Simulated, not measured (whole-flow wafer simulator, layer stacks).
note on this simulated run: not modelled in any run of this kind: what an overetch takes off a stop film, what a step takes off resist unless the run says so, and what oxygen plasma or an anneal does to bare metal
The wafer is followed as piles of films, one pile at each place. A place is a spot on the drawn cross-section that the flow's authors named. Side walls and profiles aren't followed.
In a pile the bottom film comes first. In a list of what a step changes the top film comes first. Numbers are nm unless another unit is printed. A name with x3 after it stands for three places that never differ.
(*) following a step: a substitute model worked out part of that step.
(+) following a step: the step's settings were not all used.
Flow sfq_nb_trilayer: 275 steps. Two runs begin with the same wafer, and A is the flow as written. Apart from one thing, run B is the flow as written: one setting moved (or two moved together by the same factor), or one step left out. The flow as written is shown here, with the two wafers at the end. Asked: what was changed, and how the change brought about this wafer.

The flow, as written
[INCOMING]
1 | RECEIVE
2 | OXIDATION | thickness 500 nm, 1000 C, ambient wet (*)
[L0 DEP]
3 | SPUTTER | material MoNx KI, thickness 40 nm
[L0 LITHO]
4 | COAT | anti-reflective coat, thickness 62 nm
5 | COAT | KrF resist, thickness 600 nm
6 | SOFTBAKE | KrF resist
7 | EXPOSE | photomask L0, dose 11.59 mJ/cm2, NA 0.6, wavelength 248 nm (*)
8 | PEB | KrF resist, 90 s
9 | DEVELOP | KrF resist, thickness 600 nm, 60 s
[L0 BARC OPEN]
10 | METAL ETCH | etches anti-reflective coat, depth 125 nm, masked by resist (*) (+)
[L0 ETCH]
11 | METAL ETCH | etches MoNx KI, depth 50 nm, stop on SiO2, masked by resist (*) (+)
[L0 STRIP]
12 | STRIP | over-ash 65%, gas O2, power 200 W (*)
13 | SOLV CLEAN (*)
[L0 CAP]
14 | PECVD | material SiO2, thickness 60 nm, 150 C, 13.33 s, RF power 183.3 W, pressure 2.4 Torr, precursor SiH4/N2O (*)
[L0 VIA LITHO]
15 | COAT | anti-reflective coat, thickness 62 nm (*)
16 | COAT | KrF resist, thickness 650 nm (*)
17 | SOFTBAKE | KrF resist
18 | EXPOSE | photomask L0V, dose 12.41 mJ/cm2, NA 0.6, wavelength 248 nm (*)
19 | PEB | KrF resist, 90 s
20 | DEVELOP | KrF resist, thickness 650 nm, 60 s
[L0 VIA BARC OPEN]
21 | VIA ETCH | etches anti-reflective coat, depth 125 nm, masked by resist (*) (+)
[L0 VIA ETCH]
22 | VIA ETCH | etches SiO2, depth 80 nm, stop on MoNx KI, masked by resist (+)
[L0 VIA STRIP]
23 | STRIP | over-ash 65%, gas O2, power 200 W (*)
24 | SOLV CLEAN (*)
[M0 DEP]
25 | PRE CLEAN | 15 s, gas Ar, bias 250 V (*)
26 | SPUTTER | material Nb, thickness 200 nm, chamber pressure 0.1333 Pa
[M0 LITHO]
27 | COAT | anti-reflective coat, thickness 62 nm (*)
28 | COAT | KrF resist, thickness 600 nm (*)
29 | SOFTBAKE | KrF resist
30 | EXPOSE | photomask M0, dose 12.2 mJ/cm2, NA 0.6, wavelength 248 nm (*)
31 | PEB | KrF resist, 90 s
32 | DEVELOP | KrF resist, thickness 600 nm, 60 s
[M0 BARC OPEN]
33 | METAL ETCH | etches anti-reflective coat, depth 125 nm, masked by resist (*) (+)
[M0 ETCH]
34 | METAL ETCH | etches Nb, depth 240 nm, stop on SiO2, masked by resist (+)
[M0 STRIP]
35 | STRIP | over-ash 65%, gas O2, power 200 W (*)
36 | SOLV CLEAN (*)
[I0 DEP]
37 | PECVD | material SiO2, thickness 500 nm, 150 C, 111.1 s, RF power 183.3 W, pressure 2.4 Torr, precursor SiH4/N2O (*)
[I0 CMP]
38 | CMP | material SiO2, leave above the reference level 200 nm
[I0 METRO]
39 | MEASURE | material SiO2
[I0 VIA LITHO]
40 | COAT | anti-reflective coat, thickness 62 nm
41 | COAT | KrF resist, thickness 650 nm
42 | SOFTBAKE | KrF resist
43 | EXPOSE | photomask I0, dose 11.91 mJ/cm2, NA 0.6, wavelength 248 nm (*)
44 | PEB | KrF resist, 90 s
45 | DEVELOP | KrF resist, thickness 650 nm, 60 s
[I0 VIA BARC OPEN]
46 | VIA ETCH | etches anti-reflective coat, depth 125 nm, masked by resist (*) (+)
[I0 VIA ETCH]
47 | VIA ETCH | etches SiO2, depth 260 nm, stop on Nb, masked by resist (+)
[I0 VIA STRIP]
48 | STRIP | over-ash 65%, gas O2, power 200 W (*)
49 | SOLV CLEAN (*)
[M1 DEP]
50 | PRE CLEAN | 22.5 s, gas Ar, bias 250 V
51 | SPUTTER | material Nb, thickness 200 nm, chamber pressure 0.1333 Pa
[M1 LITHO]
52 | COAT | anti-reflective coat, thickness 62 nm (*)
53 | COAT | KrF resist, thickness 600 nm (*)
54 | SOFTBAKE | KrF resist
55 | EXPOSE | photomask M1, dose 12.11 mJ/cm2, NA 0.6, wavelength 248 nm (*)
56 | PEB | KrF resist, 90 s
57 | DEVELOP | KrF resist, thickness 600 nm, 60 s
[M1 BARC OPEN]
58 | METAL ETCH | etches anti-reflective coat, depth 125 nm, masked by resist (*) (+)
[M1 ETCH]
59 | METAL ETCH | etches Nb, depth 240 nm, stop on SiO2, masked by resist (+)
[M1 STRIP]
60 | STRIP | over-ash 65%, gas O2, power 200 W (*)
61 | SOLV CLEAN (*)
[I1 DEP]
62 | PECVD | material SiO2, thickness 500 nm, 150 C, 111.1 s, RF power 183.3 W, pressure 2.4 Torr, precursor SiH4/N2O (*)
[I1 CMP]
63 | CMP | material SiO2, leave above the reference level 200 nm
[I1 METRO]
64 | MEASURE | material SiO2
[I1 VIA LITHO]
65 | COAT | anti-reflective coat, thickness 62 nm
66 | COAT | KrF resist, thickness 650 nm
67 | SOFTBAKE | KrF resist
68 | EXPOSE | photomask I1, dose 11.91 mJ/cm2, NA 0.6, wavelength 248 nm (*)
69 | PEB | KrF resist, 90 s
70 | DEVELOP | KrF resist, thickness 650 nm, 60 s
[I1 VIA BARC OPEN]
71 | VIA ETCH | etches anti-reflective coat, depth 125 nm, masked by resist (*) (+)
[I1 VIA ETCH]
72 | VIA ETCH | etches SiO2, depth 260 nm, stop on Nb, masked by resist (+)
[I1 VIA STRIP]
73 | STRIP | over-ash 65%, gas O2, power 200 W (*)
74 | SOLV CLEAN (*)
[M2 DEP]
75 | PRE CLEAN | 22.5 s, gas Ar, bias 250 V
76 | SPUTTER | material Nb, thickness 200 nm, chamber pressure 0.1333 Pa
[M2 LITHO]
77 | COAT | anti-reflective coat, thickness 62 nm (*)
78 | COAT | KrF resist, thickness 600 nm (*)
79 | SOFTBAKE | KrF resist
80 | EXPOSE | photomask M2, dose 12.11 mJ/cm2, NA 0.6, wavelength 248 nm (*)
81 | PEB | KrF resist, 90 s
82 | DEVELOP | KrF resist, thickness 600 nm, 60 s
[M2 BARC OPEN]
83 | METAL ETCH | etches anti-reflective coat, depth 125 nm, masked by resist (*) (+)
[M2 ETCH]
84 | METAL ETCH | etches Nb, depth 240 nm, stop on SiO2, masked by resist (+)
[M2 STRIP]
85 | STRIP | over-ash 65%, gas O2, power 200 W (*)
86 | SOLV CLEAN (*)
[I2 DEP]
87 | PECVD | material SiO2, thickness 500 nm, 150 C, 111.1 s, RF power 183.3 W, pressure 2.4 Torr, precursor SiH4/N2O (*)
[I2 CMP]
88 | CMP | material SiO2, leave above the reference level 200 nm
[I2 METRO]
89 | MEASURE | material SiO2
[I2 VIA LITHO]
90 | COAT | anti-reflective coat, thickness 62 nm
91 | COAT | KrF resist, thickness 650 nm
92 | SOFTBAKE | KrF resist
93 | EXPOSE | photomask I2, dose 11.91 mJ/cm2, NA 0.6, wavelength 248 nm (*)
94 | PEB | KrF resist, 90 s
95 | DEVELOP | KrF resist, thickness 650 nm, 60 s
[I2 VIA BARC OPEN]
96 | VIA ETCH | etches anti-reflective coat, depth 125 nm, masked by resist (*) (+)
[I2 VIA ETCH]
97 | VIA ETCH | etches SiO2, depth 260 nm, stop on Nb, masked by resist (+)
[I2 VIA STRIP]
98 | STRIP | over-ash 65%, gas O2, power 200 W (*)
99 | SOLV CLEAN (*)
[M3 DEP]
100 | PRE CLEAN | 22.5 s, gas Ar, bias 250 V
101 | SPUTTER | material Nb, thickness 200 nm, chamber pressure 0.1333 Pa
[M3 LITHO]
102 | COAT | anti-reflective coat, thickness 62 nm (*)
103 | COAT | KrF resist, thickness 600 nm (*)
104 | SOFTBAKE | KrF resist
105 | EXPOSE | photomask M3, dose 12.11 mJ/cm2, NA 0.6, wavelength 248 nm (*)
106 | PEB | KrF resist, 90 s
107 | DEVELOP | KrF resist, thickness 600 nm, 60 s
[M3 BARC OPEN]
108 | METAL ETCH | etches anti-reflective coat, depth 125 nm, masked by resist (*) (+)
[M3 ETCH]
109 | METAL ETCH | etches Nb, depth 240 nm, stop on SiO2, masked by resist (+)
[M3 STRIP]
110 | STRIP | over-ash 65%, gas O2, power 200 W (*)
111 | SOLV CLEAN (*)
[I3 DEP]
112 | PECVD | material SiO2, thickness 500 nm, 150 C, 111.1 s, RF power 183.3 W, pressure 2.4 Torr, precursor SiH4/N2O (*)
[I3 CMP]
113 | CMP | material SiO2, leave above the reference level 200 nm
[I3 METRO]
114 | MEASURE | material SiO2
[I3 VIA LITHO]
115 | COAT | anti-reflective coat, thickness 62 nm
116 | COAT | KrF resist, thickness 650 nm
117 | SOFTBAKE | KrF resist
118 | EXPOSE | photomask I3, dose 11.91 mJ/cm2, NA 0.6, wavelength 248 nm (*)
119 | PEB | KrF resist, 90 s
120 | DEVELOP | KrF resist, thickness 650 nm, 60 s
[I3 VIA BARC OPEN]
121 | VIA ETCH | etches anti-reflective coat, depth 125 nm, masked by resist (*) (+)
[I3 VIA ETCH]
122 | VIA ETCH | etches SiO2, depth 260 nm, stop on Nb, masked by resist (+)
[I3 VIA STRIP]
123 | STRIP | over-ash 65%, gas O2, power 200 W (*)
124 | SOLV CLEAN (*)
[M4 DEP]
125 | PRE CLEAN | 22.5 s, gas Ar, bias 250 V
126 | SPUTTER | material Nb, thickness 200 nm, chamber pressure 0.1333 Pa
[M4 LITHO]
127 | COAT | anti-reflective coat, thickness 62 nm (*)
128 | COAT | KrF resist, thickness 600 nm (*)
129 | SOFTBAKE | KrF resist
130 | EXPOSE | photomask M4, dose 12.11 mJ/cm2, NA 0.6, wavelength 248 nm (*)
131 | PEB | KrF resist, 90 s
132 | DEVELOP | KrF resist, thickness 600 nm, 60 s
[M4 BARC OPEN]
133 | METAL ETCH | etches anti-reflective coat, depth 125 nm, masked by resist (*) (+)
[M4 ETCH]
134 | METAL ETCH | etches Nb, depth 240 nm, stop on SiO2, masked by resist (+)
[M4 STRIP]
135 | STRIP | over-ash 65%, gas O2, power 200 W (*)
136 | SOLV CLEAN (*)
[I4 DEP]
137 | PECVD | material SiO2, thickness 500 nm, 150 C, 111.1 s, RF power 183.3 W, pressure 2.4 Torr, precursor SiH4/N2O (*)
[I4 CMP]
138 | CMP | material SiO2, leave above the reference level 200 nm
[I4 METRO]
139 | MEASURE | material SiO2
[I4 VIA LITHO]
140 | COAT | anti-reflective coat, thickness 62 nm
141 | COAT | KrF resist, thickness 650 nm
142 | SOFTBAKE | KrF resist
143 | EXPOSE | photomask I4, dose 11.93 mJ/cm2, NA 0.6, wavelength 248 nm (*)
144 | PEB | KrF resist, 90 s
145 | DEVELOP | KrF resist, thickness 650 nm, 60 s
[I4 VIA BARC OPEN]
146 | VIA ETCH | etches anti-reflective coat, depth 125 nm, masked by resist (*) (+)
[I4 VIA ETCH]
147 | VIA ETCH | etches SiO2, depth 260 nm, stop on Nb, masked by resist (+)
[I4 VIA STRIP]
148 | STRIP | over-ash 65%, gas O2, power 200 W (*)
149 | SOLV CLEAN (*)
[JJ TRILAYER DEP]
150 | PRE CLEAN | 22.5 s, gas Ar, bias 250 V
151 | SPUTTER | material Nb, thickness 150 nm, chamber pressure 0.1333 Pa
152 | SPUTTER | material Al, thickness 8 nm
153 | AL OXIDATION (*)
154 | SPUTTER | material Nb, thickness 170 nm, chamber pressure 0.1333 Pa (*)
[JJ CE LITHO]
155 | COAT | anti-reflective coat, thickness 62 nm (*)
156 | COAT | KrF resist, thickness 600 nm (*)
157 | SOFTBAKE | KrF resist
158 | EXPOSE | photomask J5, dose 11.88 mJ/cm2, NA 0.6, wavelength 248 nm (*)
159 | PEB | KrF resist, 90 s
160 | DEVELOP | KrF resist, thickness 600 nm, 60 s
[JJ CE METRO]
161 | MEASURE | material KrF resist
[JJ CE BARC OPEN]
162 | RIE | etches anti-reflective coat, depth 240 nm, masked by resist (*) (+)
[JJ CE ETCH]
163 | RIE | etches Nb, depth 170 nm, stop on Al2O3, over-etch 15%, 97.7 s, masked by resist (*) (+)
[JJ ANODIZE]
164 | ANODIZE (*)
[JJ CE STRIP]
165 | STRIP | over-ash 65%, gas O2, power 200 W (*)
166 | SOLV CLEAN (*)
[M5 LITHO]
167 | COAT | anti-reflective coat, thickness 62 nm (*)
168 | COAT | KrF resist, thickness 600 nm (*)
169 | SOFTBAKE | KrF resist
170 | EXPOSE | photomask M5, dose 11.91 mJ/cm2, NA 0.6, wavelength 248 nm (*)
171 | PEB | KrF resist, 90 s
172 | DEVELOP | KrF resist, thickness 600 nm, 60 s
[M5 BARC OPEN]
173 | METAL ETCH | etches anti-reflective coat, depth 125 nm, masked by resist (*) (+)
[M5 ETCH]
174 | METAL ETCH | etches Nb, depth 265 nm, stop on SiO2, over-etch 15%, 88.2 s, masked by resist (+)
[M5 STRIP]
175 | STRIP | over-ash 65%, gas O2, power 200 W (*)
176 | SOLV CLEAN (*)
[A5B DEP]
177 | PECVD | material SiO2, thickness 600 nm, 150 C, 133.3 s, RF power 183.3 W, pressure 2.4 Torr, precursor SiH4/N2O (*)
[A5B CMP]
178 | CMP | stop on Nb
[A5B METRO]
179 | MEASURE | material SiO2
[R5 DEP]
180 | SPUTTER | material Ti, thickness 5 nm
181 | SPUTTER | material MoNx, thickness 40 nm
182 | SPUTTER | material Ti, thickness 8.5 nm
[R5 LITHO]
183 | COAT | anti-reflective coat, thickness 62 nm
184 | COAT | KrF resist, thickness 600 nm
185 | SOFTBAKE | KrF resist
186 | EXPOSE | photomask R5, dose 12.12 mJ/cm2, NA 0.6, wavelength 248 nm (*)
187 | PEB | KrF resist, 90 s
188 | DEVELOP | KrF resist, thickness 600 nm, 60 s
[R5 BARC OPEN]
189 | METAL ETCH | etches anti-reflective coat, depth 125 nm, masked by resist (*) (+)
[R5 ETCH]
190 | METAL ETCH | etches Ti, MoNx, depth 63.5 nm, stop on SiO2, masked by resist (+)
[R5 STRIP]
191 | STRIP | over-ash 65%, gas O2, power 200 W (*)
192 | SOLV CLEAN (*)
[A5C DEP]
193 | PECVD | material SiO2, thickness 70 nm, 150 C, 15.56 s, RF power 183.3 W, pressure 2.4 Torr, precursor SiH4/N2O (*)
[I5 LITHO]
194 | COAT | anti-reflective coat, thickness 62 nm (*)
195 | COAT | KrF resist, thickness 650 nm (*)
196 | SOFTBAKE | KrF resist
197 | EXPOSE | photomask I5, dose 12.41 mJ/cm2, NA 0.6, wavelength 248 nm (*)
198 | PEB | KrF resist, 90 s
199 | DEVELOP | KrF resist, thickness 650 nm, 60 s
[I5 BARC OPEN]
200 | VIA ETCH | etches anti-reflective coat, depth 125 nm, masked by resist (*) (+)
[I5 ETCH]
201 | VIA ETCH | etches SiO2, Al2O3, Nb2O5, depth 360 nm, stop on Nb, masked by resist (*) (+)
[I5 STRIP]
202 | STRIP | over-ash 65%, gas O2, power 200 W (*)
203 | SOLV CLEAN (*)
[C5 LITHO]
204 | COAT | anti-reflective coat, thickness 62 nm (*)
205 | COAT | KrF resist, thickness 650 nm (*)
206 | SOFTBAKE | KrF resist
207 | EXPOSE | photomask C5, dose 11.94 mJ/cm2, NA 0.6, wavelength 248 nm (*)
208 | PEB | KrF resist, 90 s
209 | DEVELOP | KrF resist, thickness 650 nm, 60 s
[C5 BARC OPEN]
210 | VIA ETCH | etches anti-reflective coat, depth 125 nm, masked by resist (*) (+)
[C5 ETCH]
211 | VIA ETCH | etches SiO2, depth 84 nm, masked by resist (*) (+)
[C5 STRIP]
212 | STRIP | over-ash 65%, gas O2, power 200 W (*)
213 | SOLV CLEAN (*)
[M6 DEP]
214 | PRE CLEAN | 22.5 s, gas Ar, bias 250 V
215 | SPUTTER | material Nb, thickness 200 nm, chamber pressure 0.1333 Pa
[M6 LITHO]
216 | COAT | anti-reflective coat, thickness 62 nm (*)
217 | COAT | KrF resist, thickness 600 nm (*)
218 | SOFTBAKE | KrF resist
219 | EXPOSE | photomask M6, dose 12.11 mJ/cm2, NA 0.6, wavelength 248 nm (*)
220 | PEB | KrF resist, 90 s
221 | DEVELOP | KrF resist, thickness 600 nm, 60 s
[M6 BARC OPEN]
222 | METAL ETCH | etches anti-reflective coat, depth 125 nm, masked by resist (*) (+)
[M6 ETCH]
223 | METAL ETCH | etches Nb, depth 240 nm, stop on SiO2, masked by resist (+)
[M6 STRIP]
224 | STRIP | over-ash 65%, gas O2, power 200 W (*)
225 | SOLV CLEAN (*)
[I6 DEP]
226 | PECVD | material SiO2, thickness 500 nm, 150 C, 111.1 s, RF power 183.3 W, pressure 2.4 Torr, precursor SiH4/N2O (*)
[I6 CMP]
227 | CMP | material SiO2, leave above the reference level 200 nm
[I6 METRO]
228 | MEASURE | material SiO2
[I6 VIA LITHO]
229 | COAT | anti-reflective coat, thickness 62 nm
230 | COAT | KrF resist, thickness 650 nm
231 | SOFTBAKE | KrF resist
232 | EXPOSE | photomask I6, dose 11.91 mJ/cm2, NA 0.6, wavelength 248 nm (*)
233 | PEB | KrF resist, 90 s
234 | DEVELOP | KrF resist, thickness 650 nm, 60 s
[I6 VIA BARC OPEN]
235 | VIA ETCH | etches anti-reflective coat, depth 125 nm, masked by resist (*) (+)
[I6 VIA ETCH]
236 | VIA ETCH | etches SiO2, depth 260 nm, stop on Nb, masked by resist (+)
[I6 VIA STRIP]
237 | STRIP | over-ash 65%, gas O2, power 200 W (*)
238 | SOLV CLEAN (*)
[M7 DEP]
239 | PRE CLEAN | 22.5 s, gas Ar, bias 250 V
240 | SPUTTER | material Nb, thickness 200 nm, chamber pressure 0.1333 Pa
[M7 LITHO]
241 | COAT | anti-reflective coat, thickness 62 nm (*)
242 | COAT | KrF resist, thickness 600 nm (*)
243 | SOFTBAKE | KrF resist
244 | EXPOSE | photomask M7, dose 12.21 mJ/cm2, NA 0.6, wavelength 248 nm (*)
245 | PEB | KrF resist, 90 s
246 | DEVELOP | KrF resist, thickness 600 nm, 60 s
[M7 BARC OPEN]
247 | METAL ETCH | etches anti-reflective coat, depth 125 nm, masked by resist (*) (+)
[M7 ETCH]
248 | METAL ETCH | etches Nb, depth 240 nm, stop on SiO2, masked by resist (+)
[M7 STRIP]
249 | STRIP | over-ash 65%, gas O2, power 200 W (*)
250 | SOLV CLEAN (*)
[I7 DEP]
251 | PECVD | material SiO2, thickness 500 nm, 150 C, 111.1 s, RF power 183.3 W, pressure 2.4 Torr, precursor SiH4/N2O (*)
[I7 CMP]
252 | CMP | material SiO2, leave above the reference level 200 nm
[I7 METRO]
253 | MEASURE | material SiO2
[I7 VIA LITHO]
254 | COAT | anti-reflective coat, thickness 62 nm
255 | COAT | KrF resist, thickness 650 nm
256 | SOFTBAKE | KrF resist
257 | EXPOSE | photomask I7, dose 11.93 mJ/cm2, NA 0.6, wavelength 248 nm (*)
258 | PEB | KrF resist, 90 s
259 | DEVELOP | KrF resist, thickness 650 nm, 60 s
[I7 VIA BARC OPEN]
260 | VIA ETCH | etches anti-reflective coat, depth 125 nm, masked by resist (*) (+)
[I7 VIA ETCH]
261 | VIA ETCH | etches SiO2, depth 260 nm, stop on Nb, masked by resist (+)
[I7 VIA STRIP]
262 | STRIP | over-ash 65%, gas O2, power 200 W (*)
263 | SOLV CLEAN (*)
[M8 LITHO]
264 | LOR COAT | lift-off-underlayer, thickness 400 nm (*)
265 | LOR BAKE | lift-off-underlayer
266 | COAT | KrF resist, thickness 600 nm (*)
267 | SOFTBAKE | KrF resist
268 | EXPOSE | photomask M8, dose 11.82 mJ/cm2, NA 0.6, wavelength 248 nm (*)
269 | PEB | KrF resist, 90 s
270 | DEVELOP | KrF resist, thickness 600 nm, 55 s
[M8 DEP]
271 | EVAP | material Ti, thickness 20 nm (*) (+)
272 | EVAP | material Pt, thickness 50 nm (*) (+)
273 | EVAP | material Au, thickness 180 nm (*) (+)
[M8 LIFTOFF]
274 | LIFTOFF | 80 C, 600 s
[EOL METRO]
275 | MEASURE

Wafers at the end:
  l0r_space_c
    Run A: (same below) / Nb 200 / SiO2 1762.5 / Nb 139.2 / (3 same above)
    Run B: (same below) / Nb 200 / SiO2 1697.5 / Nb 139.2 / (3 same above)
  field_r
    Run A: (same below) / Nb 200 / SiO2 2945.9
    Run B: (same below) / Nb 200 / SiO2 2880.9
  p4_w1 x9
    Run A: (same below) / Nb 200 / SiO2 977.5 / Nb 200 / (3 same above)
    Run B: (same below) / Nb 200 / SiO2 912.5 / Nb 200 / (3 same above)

What caused this: step 88, CMP: leave above the reference level 135 nm was run, though the flow has leave above the reference level 200 nm.

How this came from the change, step by step:
  88 | CMP | material SiO2, leave above the reference level 200 nm
      field_l, be, be_sur and 81 more: A -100 SiO2 | B -165 SiO2
      v_sur, via_wl, via_w and 18 more: A -300 SiO2 | B -365 SiO2
      (as well as at 1 more place)
  97 | VIA ETCH | etches SiO2, depth 260 nm, stop on Nb, masked by resist (+)
      field_l, v_sur, via_wl and 102 more: A -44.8 KrF resist | B -34.9 KrF resist
      via_w: A -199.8 SiO2 (all of it) | B -134.8 SiO2 (all of it)
  101 | SPUTTER | material Nb, thickness 200 nm, chamber pressure 0.1333 Pa
      via_w: A +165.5 Nb | B +179.9 Nb
  102 | COAT | anti-reflective coat, thickness 62 nm (*)
      via_wl, via_wr: A +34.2 anti-reflective coat (new film) | B +35.8 anti-reflective coat (new film)
      via_w: A +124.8 anti-reflective coat (new film) | B +109.7 anti-reflective coat (new film)
  103 | COAT | KrF resist, thickness 600 nm (*)
      via_w: A +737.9 KrF resist (new film) | B +684.2 KrF resist (new film)
  110 | STRIP | over-ash 65%, gas O2, power 200 W (*)
      via_wl, via_wr: A -384.2 KrF resist (all of it), -34.2 anti-reflective coat (all of it) | B -390.7 KrF resist (all of it), -35.8 anti-reflective coat (all of it)
      via_w: A -520 KrF resist (all of it), -124.8 anti-reflective coat (all of it) | B -466.3 KrF resist (all of it), -109.7 anti-reflective coat (all of it)
  112 | PECVD | material SiO2, thickness 500 nm, 150 C, 111.1 s, RF power 183.3 W, pressure 2.4 Torr, precursor SiH4/N2O (*)
      via_w: A +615 SiO2 (new film) | B +511.2 SiO2 (new film)
  113 | CMP | material SiO2, leave above the reference level 200 nm
      via_w: A -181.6 SiO2 | B -157.1 SiO2
